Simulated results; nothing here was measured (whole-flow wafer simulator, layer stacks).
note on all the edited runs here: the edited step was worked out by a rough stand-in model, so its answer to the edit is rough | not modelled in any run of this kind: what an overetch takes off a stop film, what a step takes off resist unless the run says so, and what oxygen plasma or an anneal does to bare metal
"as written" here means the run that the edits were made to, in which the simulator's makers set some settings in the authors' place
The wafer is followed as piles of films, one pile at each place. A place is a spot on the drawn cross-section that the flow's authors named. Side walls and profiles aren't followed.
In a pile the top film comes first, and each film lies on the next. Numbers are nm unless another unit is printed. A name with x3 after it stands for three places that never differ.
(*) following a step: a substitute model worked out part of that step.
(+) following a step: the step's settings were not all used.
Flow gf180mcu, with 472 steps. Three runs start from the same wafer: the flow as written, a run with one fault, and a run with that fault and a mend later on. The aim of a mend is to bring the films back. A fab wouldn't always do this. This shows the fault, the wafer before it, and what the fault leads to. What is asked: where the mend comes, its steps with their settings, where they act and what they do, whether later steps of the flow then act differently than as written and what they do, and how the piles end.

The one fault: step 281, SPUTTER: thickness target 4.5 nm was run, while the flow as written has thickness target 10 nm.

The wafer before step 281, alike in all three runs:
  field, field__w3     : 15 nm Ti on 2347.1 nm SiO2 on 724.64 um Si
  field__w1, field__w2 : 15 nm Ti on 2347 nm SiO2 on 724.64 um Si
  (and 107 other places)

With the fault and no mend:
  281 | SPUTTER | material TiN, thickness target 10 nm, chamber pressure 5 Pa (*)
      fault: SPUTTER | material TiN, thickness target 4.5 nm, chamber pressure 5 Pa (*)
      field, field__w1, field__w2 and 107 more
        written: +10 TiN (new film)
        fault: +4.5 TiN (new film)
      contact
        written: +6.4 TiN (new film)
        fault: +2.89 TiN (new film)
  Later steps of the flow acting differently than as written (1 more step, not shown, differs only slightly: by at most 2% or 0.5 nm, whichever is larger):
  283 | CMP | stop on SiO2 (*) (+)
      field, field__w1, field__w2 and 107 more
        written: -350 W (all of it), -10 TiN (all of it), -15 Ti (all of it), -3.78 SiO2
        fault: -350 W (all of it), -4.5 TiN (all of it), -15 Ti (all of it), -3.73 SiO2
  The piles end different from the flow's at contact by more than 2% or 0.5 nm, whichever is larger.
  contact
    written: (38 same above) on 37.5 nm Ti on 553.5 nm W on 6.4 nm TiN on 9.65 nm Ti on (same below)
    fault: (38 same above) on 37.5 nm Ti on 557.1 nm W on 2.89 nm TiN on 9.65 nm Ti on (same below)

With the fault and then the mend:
  The mend stands after step 281.
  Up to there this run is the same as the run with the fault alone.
  281a | SPUTTER | material TiN, thickness target 5.5 nm, chamber pressure 5 Pa (*) (the flow's step 281 again, with other settings)
      field, field__w1, field__w2 and 107 more
        +5.5 TiN
      contact
        +3.52 TiN
  Every later step of the flow that is run acts as written at every place that is followed.
  By the end, the piles equal the flow's at every place that both follow.
